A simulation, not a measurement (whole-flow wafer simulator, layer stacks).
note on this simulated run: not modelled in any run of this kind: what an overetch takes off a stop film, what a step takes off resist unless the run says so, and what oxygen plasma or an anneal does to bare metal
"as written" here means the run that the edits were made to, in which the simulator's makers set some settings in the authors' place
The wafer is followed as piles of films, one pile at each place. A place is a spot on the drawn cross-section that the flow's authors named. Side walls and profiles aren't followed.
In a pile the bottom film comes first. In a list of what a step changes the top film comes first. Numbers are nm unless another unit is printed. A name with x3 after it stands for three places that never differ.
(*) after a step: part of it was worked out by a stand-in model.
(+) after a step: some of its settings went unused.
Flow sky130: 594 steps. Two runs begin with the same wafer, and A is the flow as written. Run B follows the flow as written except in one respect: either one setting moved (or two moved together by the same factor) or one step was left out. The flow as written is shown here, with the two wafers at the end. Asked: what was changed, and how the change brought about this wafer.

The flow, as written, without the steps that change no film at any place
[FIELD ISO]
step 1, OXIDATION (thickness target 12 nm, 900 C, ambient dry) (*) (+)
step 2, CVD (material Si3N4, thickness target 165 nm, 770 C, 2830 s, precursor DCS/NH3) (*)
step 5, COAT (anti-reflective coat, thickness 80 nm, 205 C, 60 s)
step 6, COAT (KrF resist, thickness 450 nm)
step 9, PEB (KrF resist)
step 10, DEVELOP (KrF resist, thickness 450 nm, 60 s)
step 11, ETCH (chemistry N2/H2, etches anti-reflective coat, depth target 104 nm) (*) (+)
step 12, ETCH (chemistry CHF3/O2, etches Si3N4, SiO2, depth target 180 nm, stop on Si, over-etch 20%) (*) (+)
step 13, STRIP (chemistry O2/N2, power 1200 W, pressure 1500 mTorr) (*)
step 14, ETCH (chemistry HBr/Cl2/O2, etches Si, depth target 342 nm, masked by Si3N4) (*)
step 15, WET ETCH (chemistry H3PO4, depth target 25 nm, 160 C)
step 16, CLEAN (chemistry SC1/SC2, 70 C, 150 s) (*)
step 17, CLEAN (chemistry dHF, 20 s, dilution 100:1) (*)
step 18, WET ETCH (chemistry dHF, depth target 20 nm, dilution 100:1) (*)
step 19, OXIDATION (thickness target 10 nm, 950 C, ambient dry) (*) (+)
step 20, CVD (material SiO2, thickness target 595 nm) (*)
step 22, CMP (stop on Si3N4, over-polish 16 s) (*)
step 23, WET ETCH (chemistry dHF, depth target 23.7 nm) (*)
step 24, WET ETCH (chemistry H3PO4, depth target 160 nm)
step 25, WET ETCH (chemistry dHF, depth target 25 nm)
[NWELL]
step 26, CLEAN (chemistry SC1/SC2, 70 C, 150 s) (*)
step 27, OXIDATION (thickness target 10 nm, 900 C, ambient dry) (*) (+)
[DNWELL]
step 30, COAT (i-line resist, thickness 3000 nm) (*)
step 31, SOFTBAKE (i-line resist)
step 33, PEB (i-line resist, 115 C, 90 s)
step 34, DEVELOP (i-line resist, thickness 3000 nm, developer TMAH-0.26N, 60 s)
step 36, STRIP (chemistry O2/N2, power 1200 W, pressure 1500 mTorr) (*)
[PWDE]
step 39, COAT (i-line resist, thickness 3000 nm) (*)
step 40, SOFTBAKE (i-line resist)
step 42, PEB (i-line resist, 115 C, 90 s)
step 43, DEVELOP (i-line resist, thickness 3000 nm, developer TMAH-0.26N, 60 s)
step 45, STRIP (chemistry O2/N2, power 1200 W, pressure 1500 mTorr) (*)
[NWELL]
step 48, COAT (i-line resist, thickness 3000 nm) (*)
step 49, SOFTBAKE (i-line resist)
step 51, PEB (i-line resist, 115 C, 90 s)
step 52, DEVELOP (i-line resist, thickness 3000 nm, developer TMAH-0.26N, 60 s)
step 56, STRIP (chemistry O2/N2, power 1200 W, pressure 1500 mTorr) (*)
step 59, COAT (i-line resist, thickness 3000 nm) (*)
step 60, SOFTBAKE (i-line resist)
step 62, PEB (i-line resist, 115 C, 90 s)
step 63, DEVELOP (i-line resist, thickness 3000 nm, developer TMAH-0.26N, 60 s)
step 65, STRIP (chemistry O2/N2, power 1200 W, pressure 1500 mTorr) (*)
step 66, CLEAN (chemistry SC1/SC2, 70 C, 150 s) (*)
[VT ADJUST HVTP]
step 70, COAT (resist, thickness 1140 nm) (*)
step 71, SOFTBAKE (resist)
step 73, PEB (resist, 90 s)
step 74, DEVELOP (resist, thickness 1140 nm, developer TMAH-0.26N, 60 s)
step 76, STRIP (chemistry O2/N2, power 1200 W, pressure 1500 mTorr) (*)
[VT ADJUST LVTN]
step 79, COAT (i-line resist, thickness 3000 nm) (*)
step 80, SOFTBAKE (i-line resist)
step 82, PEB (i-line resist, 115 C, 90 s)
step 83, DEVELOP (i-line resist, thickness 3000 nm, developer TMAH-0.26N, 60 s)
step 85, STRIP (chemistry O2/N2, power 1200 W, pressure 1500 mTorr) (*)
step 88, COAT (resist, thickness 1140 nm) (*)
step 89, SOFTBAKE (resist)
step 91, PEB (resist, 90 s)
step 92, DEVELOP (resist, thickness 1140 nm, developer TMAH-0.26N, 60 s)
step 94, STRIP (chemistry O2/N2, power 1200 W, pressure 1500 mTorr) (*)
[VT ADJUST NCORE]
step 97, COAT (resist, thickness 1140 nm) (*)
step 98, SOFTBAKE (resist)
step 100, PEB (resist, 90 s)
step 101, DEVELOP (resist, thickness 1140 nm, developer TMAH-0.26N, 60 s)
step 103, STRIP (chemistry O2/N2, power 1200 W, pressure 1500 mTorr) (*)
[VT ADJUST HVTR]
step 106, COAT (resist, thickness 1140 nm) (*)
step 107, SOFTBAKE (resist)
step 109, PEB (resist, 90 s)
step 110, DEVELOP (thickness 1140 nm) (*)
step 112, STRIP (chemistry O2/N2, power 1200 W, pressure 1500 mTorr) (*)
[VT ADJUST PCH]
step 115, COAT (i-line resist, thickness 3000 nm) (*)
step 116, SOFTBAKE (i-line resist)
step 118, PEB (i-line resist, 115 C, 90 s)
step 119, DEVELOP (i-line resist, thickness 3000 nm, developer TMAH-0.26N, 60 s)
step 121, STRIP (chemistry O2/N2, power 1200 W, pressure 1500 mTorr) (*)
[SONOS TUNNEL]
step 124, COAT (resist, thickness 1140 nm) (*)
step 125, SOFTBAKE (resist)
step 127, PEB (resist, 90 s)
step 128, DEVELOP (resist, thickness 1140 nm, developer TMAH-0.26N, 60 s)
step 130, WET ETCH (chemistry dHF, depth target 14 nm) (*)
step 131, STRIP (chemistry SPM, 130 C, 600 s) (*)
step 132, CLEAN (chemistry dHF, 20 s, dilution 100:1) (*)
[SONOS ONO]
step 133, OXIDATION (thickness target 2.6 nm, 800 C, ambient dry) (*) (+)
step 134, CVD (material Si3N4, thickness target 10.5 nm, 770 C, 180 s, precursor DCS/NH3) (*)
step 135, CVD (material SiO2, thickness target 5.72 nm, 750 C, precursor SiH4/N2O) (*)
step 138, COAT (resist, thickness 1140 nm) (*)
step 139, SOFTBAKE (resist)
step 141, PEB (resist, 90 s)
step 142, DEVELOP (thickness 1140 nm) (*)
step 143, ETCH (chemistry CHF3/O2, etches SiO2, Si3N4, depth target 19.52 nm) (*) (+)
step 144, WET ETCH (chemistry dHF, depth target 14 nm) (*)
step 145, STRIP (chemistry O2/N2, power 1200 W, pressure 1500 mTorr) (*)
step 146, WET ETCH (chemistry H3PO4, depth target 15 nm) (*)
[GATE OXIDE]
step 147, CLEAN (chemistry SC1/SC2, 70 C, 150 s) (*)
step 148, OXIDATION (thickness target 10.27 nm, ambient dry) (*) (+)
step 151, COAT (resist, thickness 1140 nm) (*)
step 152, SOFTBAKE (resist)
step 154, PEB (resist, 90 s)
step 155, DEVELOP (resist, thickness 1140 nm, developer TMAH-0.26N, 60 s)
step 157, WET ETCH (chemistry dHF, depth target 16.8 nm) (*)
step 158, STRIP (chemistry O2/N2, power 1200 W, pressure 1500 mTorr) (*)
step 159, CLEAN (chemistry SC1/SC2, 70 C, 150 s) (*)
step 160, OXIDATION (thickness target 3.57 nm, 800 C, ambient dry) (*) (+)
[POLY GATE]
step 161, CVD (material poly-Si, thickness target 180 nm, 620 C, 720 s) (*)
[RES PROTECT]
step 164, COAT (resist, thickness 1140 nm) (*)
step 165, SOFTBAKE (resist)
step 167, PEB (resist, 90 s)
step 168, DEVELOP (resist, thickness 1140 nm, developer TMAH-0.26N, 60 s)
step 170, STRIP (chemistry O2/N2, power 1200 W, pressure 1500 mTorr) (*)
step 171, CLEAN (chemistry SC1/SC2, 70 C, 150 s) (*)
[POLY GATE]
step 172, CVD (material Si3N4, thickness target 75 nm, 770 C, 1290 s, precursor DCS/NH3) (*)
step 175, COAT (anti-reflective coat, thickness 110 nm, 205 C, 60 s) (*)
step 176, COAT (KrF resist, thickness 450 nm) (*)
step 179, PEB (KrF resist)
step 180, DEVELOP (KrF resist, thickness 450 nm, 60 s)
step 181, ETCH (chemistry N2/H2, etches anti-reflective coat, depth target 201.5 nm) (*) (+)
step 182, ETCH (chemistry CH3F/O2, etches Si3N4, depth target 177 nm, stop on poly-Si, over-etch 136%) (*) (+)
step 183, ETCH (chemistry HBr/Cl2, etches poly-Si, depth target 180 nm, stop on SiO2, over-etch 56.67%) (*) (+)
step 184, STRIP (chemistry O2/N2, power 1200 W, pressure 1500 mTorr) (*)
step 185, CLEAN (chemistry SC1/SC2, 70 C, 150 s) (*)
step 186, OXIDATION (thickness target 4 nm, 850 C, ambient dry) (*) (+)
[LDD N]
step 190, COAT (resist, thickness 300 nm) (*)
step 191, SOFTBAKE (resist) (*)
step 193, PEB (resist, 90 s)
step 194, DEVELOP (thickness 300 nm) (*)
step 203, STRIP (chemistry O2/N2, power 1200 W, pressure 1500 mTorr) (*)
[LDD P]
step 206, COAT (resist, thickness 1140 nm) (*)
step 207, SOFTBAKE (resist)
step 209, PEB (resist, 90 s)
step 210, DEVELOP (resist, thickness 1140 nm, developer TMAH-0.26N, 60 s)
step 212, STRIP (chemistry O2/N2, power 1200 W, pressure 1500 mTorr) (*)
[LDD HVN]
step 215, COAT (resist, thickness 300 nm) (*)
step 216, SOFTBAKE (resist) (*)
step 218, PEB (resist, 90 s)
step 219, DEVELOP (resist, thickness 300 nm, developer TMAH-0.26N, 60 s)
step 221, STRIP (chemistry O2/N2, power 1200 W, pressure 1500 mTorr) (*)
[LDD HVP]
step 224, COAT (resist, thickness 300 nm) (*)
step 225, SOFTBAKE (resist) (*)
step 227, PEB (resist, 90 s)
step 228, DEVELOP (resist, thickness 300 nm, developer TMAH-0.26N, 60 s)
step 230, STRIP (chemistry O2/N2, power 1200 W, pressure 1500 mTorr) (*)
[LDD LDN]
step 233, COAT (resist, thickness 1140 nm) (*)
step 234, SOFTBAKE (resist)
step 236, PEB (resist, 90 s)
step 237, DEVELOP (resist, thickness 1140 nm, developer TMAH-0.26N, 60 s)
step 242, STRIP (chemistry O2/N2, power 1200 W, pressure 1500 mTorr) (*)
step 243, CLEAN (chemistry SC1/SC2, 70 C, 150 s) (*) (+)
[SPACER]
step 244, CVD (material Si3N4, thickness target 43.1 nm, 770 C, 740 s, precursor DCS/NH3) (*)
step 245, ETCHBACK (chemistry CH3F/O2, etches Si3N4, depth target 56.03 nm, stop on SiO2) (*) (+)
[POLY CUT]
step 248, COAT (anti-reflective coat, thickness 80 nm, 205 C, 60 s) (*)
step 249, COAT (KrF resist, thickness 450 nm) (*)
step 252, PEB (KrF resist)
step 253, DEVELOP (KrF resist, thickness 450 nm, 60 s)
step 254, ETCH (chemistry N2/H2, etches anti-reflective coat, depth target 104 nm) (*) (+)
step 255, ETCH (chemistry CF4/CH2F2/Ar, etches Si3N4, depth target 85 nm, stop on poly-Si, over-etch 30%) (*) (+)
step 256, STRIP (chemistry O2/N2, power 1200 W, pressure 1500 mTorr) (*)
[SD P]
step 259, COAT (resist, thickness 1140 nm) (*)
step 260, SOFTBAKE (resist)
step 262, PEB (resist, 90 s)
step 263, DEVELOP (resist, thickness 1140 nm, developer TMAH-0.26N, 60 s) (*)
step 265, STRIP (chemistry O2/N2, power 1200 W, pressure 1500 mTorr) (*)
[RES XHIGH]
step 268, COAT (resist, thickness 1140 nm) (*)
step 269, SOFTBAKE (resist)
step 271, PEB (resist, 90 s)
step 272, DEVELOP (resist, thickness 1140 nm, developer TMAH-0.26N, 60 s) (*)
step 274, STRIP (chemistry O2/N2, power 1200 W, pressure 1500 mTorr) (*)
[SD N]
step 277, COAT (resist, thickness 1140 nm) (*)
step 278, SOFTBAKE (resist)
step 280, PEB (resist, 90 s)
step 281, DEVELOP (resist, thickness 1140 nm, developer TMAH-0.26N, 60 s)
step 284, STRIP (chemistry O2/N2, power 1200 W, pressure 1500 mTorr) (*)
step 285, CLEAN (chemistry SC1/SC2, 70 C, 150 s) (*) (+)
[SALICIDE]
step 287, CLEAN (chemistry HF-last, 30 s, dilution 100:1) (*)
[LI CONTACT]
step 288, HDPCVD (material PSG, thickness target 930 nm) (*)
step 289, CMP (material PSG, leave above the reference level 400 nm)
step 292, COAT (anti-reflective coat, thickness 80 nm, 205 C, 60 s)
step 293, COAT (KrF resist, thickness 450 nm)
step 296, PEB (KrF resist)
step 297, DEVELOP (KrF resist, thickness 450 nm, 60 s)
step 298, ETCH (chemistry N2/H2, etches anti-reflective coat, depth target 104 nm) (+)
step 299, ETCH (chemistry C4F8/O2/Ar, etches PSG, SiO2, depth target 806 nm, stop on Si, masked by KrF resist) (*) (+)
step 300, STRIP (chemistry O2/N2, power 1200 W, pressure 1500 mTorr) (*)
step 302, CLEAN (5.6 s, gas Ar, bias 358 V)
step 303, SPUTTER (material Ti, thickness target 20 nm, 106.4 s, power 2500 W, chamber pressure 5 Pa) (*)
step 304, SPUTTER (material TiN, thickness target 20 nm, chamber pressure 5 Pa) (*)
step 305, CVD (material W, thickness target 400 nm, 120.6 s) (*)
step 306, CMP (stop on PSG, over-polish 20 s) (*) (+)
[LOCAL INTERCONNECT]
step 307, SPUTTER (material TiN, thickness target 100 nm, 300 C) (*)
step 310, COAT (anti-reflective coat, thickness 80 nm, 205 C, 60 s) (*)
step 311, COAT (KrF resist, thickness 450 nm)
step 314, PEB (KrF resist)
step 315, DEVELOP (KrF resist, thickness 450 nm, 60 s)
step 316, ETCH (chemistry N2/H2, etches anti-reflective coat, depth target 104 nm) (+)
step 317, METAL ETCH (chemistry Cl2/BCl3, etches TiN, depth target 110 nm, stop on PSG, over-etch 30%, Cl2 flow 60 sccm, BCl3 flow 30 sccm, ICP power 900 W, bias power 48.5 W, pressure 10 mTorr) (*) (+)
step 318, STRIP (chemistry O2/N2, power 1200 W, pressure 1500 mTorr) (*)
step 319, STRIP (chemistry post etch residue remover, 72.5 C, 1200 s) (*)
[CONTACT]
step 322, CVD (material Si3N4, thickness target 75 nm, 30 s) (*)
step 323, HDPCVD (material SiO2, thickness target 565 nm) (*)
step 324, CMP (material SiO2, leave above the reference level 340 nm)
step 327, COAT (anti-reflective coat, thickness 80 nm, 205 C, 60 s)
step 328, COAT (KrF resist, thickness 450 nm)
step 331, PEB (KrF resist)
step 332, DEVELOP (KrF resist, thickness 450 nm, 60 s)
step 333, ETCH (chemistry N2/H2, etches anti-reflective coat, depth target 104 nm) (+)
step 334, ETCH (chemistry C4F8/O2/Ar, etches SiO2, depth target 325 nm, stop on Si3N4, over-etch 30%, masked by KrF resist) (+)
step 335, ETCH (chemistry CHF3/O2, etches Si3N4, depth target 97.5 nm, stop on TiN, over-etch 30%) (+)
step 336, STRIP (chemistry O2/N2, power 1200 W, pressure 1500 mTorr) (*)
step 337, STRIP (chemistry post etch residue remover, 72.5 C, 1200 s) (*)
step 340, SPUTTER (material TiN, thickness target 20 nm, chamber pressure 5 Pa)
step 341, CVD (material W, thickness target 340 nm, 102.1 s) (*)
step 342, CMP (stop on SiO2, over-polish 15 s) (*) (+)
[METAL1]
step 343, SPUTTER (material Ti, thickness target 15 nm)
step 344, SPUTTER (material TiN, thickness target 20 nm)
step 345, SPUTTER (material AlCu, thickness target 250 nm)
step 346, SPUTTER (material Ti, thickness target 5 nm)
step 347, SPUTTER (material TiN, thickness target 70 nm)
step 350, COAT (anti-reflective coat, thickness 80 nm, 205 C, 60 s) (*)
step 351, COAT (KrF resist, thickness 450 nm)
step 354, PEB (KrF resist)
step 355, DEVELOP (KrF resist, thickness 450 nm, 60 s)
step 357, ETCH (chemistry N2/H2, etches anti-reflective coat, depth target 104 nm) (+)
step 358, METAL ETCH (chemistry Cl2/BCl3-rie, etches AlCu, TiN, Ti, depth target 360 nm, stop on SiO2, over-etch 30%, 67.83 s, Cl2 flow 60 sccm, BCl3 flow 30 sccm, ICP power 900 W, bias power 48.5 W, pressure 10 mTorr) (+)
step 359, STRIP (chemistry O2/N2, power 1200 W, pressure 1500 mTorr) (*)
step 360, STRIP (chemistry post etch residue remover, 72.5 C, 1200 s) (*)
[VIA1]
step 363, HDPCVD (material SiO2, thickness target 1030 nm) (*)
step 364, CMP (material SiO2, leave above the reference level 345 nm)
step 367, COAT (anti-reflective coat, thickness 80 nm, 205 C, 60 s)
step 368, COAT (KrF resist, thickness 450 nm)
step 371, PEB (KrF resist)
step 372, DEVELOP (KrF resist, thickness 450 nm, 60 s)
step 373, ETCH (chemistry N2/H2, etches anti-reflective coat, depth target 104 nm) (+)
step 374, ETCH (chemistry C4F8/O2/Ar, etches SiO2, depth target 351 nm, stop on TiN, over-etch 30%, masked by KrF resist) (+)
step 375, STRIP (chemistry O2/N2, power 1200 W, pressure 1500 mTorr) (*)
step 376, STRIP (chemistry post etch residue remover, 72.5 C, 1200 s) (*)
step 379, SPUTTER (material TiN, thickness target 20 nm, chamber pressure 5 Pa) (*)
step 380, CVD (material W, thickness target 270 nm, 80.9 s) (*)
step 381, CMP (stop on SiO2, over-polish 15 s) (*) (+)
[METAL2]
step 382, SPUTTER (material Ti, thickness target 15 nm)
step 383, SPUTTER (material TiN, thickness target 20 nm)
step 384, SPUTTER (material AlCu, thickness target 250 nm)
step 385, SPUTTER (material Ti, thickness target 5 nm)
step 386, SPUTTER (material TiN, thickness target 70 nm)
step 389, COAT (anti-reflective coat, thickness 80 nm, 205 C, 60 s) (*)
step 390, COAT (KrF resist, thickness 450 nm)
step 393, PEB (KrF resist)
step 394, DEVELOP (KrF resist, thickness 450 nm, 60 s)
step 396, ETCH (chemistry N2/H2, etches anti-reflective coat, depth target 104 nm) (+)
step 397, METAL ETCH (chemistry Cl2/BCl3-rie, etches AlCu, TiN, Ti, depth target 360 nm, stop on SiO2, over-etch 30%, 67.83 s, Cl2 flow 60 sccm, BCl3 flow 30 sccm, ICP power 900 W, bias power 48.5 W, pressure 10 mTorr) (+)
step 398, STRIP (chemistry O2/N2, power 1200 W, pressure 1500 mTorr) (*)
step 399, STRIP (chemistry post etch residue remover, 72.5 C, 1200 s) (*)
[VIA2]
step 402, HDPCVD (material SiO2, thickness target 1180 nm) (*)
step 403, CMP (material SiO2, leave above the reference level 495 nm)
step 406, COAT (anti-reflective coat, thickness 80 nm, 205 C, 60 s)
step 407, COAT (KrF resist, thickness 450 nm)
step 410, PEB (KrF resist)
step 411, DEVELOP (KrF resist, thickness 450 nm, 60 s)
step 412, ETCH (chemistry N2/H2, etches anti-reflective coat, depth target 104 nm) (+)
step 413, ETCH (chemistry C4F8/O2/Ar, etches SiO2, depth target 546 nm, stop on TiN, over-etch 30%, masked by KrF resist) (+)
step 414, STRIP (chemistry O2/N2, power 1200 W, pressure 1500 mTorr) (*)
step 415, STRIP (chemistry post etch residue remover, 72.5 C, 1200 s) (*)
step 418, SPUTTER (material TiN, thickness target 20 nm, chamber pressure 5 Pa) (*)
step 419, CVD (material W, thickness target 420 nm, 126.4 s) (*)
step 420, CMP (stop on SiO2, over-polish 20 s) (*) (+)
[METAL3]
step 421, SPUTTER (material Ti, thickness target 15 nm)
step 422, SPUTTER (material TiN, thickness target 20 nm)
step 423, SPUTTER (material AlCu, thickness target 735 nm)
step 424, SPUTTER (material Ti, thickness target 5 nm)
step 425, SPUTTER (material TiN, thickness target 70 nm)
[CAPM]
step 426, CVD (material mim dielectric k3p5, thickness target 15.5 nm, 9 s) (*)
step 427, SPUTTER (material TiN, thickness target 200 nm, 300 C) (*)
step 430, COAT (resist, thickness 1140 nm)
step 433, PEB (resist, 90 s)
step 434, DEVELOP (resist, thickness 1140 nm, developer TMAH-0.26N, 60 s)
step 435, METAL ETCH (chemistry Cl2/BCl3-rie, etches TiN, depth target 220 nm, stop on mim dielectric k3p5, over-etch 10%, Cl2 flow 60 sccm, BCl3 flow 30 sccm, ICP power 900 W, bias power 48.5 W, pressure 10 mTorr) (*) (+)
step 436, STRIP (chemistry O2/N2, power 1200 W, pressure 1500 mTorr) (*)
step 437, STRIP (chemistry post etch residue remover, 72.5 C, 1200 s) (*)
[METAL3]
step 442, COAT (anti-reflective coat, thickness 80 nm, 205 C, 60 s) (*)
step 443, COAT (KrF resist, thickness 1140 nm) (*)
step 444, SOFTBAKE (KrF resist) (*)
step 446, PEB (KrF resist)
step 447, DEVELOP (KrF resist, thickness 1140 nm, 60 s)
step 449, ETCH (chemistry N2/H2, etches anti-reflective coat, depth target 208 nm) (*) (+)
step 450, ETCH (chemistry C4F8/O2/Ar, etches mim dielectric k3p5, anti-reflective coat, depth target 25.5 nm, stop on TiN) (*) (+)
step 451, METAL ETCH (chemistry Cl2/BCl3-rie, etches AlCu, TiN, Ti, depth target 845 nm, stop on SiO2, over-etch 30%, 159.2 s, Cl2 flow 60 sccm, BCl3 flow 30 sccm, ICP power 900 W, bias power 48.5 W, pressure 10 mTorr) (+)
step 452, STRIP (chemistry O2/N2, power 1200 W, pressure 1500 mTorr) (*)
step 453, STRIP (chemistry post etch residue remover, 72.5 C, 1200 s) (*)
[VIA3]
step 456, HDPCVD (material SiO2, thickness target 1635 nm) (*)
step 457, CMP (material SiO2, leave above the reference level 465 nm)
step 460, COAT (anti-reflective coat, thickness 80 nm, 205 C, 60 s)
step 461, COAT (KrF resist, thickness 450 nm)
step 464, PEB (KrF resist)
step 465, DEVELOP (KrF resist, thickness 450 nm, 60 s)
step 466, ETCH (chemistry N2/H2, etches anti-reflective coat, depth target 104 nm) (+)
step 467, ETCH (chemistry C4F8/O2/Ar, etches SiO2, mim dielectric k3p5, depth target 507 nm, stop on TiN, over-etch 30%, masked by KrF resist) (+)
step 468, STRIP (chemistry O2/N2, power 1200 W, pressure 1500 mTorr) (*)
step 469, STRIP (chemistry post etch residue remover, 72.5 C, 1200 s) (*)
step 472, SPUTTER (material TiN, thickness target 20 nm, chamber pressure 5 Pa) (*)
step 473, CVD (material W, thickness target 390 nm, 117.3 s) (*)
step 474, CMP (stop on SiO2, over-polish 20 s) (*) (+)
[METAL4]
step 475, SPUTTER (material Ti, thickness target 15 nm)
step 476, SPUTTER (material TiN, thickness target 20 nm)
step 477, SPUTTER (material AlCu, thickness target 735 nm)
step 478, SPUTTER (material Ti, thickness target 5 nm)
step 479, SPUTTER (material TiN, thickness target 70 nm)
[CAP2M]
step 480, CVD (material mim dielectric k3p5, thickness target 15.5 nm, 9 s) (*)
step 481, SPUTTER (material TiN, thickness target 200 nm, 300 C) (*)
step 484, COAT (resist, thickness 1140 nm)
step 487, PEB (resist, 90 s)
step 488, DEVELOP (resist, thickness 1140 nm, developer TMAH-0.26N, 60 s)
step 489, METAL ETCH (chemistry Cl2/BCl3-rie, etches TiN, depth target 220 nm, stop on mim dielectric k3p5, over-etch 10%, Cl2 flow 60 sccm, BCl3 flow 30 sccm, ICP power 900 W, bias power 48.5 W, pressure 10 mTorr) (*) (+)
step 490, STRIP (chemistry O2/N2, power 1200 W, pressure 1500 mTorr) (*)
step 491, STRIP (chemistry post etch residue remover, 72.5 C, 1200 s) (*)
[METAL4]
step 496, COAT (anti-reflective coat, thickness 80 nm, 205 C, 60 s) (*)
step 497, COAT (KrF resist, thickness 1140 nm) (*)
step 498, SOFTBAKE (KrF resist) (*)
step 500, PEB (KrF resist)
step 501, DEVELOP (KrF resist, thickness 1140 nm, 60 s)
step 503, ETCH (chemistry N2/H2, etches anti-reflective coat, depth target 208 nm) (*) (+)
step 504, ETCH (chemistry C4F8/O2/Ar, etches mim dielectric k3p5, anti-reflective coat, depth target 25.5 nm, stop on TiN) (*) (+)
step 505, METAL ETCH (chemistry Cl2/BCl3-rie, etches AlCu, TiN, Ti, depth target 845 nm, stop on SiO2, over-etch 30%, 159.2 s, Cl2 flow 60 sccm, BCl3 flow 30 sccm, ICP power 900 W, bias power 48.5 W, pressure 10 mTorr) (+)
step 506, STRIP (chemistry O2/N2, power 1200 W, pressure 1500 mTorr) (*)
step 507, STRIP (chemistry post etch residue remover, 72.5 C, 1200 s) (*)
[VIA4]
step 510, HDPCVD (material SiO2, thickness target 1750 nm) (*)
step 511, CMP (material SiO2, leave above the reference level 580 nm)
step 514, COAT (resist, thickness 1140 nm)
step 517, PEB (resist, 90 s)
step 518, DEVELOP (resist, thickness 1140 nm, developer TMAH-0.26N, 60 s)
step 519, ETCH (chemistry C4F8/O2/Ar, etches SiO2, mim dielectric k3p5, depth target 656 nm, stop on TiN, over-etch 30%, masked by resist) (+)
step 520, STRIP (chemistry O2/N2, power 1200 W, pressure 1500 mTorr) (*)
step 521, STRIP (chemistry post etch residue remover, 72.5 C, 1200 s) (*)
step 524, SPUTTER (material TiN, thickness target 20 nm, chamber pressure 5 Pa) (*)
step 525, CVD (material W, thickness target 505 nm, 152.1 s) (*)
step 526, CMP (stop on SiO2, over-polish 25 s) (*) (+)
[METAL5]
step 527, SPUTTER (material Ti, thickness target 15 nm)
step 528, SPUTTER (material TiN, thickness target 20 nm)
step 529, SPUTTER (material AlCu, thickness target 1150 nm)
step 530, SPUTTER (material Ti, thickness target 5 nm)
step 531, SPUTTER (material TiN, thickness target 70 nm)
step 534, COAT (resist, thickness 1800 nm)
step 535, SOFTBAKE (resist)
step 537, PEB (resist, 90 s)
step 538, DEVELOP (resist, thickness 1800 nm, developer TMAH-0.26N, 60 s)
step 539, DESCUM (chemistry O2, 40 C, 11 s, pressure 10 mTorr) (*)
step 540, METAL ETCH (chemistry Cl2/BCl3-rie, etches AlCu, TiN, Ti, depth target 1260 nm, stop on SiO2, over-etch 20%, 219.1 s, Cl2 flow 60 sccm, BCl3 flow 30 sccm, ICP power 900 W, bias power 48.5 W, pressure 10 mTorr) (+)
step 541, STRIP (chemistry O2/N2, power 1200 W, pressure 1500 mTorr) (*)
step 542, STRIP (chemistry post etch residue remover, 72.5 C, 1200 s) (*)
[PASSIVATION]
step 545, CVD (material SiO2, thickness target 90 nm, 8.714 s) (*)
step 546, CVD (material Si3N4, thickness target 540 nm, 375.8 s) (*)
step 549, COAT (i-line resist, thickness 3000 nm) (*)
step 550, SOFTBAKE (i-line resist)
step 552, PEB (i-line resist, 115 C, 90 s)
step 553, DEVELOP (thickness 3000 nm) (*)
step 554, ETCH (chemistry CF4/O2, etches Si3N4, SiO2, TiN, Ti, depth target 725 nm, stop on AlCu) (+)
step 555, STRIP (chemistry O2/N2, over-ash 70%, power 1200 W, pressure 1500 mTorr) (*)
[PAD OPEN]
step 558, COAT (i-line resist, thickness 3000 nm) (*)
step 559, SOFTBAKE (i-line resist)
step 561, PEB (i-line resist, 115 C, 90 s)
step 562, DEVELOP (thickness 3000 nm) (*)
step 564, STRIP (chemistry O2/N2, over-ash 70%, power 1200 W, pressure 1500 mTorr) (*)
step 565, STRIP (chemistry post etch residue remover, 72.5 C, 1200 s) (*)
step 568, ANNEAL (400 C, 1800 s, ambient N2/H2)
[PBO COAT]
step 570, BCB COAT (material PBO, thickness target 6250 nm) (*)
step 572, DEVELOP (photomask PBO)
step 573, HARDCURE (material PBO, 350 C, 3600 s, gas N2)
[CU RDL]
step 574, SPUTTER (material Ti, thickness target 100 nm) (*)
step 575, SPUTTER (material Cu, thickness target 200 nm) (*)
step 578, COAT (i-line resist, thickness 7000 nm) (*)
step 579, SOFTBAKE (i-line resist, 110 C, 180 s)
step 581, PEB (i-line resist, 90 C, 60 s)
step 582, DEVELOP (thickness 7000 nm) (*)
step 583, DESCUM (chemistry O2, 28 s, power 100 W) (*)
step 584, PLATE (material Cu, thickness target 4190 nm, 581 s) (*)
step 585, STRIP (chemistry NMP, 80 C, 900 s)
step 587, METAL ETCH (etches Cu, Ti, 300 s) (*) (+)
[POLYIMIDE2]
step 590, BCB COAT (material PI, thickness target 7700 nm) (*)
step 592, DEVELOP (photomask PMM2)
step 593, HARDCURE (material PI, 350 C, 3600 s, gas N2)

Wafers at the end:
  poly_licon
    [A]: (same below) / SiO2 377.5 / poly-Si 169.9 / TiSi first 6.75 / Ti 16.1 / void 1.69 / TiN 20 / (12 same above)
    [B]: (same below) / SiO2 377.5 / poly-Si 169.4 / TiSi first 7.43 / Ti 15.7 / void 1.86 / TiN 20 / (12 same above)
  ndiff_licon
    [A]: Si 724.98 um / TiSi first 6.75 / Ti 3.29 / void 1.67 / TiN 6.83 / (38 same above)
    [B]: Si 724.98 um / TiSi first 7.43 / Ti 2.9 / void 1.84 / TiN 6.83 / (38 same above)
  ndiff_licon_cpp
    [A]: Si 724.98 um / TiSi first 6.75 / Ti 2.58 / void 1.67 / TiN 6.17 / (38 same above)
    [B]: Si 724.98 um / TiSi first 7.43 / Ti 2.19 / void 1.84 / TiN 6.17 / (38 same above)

What caused this: step 568, ANNEAL: 2520 s was run, whereas the flow has 1800 s.

Step by step, how the change led to this:
  step 568, ANNEAL (400 C, 1800 s, ambient N2/H2)
      poly_licon, rpo_hd_licon: A under 11 films: void gains 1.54 (new film), Ti loses 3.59, TiSi first gains 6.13 (new film), poly-Si loses 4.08 | B under 11 films: void gains 1.72 (new film), Ti loses 4.02, TiSi first gains 6.87 (new film), poly-Si loses 4.58
      ndiff_licon, ndiff_licon_cpp: A under 37 films: void gains 1.52 (new film), Ti loses 3.59, TiSi first gains 6.13 (new film), Si loses 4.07 | B under 37 films: void gains 1.7 (new film), Ti loses 4.02, TiSi first gains 6.87 (new film), Si loses 4.56
